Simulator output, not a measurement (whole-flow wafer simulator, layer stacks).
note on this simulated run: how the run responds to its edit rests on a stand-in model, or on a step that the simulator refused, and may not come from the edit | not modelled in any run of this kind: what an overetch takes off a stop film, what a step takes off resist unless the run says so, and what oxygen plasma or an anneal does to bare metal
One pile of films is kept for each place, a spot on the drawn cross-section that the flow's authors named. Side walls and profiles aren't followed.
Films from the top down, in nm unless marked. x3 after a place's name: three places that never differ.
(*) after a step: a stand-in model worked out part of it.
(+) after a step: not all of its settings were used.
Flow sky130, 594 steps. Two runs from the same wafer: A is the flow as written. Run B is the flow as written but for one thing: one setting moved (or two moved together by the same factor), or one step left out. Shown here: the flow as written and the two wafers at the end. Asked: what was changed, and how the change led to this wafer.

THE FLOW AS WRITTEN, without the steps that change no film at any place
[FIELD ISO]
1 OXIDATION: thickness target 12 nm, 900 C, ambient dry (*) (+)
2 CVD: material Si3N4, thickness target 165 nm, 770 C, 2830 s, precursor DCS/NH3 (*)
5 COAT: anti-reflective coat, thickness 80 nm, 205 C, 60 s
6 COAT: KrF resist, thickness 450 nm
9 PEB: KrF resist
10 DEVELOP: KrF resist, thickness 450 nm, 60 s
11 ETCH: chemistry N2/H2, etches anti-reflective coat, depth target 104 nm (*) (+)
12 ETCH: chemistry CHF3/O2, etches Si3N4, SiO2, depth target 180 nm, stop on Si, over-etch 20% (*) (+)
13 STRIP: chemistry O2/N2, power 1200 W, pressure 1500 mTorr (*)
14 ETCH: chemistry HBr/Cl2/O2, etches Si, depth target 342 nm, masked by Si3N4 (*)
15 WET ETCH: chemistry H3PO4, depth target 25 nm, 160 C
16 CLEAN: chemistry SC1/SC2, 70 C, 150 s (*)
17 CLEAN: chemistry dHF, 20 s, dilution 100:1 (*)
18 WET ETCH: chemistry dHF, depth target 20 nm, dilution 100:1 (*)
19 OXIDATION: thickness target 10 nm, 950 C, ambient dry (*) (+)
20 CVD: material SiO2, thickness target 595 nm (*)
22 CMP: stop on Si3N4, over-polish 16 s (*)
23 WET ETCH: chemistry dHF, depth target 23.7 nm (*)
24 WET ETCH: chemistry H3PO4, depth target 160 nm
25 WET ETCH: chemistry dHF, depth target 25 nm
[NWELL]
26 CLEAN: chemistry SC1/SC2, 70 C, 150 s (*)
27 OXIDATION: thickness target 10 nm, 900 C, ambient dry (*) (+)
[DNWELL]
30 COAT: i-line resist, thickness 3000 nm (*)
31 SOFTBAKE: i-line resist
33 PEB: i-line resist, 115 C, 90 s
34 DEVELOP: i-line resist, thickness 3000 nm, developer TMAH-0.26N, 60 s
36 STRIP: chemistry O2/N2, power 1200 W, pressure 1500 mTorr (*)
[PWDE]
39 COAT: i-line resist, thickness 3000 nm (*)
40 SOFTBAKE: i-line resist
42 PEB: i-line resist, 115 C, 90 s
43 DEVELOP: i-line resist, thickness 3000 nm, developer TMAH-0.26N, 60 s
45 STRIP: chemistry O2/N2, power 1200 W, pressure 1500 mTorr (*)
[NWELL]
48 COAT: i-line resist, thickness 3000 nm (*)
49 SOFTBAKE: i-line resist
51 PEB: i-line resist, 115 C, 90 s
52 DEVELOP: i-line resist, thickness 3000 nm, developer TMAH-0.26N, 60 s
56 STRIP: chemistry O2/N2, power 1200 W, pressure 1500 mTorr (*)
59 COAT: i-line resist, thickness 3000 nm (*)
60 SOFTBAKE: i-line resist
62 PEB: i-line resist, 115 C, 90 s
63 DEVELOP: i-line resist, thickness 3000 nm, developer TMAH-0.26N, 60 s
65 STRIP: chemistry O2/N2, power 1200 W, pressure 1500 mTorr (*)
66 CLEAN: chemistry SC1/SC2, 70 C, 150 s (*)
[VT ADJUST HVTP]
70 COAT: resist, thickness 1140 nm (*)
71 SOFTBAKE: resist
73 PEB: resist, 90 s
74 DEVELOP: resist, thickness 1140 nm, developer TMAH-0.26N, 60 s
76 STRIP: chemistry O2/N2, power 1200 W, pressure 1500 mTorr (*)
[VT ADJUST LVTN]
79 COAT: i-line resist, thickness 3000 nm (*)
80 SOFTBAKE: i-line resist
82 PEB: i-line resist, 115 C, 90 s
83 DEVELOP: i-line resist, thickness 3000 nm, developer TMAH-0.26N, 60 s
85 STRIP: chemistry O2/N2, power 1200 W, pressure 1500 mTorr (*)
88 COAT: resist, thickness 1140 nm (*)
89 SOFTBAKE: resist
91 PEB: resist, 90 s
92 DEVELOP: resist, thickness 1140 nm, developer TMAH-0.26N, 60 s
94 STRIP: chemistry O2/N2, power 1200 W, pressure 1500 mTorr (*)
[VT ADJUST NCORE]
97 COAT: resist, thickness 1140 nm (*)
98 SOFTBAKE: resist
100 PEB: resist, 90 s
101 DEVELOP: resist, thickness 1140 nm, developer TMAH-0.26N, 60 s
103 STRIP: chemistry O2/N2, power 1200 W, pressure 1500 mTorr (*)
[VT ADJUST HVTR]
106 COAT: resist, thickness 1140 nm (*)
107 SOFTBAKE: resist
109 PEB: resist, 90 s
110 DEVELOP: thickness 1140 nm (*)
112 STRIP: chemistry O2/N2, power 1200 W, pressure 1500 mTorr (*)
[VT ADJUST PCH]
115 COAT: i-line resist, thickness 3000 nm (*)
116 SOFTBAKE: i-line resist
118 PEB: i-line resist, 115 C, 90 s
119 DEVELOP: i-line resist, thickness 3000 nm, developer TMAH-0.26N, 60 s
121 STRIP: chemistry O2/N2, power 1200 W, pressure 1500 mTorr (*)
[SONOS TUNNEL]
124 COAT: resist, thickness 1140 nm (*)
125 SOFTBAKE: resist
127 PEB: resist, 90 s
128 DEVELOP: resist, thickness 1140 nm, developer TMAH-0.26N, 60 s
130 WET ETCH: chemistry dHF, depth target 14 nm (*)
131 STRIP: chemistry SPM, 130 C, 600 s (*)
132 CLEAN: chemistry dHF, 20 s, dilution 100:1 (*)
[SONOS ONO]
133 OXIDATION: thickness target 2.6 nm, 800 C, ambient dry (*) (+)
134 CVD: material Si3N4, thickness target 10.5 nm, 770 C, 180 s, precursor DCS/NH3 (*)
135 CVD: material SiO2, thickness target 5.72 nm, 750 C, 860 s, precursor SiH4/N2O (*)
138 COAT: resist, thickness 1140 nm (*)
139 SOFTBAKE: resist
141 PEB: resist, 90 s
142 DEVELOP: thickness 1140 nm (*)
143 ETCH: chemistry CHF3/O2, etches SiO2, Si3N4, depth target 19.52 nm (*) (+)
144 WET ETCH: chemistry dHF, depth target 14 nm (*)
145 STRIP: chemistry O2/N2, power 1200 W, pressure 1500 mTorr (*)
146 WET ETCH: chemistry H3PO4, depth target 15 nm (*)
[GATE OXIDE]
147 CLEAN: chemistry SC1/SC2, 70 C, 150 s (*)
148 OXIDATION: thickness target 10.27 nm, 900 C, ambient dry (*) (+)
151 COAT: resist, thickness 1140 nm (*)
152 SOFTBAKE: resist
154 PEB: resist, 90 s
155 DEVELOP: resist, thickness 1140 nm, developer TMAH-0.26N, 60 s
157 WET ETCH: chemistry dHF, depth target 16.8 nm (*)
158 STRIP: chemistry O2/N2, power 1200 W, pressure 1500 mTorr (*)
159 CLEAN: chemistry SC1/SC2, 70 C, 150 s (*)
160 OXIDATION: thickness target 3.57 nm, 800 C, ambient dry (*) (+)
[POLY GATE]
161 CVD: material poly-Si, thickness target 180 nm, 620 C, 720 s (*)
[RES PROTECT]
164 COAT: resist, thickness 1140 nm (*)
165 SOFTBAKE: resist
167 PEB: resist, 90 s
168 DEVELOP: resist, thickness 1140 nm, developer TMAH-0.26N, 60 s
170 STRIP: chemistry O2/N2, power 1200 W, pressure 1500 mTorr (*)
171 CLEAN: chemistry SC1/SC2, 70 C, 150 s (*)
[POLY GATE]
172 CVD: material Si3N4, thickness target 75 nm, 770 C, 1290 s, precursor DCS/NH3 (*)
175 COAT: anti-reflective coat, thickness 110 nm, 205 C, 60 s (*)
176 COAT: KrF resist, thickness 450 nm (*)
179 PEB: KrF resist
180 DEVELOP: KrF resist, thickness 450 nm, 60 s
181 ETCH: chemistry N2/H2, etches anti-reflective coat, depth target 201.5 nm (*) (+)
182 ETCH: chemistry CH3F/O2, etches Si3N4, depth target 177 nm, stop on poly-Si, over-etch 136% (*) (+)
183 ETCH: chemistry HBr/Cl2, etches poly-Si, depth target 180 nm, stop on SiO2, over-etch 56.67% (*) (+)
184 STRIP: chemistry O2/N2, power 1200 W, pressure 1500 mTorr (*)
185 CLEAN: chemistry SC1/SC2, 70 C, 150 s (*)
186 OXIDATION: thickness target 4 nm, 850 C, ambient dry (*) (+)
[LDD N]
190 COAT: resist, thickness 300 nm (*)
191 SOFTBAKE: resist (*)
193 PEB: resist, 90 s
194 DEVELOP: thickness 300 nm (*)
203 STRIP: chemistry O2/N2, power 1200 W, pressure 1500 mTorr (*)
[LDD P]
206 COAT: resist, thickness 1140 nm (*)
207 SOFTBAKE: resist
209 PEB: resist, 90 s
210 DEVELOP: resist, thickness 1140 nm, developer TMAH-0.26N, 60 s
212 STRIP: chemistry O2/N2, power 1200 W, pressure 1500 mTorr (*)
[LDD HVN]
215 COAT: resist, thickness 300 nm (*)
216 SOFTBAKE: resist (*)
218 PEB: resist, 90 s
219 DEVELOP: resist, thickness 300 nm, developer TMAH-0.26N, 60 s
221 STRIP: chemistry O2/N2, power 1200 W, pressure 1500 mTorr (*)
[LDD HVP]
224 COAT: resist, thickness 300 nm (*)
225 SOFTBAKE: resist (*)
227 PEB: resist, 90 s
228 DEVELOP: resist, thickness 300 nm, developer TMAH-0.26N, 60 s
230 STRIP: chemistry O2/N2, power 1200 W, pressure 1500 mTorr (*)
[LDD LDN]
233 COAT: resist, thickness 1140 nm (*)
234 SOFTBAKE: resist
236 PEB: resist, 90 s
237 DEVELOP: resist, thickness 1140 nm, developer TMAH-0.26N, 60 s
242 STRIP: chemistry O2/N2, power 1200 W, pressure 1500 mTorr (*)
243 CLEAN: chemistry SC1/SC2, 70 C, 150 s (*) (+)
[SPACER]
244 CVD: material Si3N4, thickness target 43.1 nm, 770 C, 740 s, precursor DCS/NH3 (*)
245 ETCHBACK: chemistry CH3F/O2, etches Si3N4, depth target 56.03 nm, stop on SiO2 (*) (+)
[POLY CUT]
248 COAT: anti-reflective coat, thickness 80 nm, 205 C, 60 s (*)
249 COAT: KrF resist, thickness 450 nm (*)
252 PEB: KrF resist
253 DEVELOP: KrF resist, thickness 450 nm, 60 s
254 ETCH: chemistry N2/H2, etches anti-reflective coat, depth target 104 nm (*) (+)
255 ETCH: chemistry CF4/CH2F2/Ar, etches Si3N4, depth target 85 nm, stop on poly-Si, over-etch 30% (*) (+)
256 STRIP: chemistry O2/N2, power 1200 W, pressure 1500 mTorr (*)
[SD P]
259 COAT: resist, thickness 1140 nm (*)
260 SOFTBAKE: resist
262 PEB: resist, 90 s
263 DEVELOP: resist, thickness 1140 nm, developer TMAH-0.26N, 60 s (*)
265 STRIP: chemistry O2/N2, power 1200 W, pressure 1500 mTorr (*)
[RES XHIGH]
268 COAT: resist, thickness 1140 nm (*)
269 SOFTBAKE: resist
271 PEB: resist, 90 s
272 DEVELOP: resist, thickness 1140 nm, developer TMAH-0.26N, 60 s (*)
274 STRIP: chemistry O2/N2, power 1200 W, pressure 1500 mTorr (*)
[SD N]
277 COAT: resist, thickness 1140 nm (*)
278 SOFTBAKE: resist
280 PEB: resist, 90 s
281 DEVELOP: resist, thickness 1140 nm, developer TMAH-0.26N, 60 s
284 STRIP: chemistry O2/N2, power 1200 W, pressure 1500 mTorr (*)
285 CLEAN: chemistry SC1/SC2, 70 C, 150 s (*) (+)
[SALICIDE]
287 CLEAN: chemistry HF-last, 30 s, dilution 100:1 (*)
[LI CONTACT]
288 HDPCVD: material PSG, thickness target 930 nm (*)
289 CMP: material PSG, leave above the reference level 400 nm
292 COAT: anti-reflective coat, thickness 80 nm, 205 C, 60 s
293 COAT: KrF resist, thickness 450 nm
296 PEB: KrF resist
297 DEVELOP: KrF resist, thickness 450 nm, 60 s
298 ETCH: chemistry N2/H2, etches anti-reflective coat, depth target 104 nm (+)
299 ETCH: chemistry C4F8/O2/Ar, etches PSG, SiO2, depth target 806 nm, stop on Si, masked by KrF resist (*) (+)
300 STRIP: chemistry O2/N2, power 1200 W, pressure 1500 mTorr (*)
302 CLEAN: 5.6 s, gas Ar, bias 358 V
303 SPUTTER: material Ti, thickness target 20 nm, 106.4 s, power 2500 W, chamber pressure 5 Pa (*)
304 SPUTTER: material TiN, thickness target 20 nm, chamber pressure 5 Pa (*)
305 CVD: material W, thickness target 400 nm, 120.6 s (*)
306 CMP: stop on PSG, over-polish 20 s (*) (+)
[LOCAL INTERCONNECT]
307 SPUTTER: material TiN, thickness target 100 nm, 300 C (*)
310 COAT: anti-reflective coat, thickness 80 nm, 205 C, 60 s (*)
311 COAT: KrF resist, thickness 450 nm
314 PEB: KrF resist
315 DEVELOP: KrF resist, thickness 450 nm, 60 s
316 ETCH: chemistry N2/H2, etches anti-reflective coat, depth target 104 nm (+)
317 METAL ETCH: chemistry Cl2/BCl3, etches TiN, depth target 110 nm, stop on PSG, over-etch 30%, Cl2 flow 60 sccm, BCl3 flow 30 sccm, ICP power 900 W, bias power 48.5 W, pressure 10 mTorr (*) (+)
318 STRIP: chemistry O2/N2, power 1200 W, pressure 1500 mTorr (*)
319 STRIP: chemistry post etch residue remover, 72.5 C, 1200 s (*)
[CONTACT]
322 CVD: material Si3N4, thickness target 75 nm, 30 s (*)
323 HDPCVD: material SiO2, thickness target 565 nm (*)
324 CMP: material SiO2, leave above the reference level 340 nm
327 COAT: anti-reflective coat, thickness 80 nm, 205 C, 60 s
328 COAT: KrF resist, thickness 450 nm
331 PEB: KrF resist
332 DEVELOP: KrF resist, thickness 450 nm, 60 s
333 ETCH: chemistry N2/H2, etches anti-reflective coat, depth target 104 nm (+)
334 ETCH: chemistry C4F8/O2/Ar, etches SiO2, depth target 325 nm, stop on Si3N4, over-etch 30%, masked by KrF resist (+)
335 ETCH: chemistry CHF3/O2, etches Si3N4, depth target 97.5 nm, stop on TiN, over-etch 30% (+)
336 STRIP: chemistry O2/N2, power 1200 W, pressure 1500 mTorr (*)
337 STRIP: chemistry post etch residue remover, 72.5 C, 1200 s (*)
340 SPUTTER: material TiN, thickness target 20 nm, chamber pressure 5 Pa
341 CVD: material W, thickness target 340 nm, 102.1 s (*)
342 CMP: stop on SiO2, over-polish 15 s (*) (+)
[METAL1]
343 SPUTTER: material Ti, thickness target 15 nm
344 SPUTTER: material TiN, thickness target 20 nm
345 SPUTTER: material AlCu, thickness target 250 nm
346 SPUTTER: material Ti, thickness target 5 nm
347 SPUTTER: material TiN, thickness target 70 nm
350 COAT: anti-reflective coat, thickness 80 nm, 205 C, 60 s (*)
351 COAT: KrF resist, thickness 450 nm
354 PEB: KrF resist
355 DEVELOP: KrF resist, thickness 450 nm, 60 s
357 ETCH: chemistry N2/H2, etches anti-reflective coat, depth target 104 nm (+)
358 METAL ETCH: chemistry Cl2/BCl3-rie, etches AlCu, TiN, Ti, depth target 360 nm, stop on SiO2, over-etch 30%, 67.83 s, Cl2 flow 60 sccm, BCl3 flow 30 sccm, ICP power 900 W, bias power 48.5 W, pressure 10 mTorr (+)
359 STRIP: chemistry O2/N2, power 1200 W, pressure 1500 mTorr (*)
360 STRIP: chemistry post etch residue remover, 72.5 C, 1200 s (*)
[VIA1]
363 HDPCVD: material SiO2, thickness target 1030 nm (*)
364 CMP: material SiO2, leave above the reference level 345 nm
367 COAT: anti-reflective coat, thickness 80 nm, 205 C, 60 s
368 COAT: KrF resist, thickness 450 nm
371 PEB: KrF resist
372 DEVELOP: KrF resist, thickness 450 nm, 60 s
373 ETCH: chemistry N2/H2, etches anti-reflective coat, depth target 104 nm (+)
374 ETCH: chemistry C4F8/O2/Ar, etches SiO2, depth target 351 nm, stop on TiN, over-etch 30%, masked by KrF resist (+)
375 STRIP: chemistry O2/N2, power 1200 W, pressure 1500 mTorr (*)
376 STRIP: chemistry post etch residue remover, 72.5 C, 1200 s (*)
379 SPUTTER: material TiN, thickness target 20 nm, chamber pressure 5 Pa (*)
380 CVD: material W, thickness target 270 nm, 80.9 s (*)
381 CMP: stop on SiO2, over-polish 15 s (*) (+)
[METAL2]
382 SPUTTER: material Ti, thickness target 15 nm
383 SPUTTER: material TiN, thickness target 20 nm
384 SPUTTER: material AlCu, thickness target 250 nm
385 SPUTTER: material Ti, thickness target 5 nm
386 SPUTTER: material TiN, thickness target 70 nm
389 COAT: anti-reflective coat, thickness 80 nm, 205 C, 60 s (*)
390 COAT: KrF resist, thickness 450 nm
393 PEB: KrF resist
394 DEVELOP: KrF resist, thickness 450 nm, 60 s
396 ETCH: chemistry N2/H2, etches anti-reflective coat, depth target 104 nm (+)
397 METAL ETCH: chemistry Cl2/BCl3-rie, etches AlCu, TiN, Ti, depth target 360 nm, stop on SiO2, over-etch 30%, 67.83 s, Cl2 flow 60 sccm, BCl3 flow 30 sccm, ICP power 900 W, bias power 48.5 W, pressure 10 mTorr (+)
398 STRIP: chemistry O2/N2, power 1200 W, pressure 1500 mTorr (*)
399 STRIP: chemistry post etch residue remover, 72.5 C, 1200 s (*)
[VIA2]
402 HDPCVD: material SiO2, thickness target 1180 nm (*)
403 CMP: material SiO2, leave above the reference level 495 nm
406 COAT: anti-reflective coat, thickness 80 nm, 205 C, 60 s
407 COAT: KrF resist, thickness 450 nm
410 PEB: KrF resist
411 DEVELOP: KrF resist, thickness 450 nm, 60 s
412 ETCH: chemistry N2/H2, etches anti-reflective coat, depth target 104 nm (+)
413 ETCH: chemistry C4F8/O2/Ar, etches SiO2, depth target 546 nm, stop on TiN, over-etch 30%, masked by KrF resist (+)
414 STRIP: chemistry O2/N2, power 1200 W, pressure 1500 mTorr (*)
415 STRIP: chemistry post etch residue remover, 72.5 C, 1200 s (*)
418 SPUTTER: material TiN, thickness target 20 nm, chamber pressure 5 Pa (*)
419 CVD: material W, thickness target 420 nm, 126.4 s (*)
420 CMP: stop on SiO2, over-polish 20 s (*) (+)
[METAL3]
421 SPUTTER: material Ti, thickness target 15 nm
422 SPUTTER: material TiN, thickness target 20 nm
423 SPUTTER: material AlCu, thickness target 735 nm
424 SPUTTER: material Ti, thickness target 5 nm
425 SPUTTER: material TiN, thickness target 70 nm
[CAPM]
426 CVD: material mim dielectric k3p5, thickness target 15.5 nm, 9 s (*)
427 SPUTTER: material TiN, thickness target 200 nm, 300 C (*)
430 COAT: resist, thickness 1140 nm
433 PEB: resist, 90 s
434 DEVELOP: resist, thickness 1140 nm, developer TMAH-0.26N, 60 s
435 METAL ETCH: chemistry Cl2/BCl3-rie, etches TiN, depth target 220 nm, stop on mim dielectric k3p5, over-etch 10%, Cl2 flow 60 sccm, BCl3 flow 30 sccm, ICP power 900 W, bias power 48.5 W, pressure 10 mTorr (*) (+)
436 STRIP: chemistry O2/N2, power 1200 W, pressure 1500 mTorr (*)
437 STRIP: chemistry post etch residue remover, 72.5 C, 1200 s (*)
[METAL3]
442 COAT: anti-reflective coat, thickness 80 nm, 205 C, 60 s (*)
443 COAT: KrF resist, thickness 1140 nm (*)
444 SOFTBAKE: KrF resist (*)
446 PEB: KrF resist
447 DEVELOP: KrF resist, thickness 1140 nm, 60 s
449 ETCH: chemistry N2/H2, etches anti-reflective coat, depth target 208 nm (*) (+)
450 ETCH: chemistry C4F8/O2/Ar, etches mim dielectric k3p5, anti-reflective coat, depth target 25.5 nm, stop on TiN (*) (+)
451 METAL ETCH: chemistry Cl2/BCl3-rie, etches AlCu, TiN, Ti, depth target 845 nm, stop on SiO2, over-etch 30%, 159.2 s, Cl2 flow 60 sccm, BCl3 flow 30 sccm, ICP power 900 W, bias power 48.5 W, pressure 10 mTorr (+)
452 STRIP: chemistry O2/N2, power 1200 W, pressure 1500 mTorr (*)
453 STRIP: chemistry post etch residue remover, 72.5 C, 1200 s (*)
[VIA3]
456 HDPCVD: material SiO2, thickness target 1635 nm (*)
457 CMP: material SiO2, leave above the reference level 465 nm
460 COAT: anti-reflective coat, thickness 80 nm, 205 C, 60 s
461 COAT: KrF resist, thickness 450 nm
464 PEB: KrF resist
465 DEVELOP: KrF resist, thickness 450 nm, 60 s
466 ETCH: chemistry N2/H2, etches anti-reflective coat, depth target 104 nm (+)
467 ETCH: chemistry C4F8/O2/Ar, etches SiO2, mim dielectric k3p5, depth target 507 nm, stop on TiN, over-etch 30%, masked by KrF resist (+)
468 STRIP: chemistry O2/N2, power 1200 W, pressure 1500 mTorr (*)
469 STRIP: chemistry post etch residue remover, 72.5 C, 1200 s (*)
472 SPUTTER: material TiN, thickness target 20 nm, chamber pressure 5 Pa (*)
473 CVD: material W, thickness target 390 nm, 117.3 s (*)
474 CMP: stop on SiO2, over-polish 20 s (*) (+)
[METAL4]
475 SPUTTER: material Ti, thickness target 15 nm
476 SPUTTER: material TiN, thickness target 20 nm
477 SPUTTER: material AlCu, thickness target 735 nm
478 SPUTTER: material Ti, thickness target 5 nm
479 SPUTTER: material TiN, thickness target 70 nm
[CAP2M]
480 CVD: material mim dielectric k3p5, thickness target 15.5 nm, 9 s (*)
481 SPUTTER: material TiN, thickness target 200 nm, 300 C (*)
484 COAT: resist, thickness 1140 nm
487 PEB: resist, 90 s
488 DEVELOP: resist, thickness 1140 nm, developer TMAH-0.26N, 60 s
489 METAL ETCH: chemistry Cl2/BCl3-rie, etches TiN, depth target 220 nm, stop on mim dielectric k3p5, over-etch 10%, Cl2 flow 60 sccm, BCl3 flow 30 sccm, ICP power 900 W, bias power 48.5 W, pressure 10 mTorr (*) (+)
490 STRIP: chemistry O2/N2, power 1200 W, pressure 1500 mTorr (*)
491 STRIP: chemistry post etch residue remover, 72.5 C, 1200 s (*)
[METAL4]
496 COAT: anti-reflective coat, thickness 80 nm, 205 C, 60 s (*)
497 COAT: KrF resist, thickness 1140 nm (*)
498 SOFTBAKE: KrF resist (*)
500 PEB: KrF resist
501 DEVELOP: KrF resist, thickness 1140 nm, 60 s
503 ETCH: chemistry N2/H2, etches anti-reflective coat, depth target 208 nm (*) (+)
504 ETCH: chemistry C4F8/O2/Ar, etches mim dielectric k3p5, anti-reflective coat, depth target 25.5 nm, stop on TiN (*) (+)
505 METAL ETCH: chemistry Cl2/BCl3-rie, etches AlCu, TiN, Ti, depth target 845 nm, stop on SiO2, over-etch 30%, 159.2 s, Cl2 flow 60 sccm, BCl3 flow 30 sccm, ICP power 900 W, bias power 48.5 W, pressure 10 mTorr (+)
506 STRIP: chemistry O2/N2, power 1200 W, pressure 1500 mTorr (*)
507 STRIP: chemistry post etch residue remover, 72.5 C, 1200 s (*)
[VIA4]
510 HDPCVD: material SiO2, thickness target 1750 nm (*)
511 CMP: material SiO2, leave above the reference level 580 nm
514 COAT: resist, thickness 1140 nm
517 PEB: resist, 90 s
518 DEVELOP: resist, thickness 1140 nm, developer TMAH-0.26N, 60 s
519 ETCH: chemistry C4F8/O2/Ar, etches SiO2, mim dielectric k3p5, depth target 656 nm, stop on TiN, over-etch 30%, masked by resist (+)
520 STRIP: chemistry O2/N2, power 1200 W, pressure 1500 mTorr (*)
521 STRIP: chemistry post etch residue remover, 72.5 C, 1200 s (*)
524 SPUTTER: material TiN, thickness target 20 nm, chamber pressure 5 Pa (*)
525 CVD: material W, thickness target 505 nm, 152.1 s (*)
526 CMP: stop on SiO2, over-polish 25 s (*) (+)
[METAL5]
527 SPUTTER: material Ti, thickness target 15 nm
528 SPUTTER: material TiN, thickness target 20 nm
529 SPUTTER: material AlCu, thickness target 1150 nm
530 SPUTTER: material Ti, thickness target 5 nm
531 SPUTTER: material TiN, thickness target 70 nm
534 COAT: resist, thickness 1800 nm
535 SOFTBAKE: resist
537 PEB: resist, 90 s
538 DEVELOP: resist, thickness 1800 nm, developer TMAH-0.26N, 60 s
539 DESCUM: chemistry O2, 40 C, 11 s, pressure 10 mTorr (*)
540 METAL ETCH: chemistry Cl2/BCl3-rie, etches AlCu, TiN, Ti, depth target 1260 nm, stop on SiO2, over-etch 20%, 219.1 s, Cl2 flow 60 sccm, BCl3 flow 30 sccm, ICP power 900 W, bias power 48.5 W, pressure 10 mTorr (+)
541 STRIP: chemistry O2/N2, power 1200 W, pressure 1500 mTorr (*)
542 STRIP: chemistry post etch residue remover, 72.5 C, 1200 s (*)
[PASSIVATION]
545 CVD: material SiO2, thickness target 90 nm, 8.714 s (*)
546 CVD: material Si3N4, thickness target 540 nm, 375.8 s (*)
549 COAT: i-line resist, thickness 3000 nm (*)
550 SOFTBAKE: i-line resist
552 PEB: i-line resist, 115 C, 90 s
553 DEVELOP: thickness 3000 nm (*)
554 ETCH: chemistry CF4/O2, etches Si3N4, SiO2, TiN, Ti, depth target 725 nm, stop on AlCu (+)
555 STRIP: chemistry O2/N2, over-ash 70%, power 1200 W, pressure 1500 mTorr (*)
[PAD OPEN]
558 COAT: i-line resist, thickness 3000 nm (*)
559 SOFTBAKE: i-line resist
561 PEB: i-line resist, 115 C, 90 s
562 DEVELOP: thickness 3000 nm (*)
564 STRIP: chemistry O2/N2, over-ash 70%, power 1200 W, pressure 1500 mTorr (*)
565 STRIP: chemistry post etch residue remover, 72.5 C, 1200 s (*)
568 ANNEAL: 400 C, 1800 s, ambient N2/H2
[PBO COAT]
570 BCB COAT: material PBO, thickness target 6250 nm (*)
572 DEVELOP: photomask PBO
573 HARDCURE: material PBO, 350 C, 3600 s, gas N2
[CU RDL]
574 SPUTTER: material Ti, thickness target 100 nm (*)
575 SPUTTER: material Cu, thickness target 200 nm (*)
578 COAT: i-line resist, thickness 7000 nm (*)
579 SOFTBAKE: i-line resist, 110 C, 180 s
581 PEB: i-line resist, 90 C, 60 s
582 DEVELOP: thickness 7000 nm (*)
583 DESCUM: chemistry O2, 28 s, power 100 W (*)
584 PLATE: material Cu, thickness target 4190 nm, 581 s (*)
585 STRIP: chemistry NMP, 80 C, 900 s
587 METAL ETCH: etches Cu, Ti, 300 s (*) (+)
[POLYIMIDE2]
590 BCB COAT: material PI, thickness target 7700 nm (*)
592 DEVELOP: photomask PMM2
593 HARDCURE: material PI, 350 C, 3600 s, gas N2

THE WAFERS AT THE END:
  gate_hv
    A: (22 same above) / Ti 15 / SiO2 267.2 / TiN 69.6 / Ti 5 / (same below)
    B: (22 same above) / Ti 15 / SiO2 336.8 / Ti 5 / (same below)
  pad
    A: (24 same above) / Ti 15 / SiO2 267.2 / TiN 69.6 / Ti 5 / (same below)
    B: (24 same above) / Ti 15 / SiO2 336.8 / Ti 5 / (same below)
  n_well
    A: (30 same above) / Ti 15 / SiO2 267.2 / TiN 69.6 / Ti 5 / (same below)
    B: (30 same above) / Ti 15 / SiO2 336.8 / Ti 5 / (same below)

The cause: step 347, SPUTTER: material TiN, thickness target 70 nm, was left out.

How the change led to this, step by step:
  357 ETCH: chemistry N2/H2, etches anti-reflective coat, depth target 104 nm (+)
      field, active, gate and 80 more: A anti-reflective coat -80 (all of it), TiN -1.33 | B anti-reflective coat -80 (all of it)
      rpo_hd: A anti-reflective coat -80 (all of it), TiN -1.34 | B anti-reflective coat -80 (all of it)
  358 METAL ETCH: chemistry Cl2/BCl3-rie, etches AlCu, TiN, Ti, depth target 360 nm, stop on SiO2, over-etch 30%, 67.83 s, Cl2 flow 60 sccm, BCl3 flow 30 sccm, ICP power 900 W, bias power 48.5 W, pressure 10 mTorr (+)
      field, active, gate and 81 more: A TiN -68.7 (all of it), Ti -5 (all of it), AlCu -250 (all of it), TiN -20 (all of it), Ti -15 (all of it), SiO2 -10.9 | B Ti -5 (all of it), AlCu -250 (all of it), TiN -20 (all of it), Ti -15 (all of it), SiO2 -17.8
  364 CMP: material SiO2, leave above the reference level 345 nm
      n_well, p_well, gate_hv and 100 more: A SiO2 -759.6 | B SiO2 -690
      poly_licon, ndiff_licon, ndiff_licon_cpp, rpo_hd_licon: A SiO2 -759 | B SiO2 -689.5
  374 ETCH: chemistry C4F8/O2/Ar, etches SiO2, depth target 351 nm, stop on TiN, over-etch 30%, masked by KrF resist (+)
      m1, via1_hole: A SiO2 -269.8 (all of it) | B SiO2 -339.4 (all of it), Ti -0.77
  379 SPUTTER: material TiN, thickness target 20 nm, chamber pressure 5 Pa (*)
      m1: A TiN +11 | B TiN +9.7 (new film)
      via1_hole: A TiN +10.9 | B TiN +9.7 (new film)
  380 CVD: material W, thickness target 270 nm, 80.9 s (*)
      m1, via1_hole: A W +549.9 (new film) | B W +621.1 (new film)
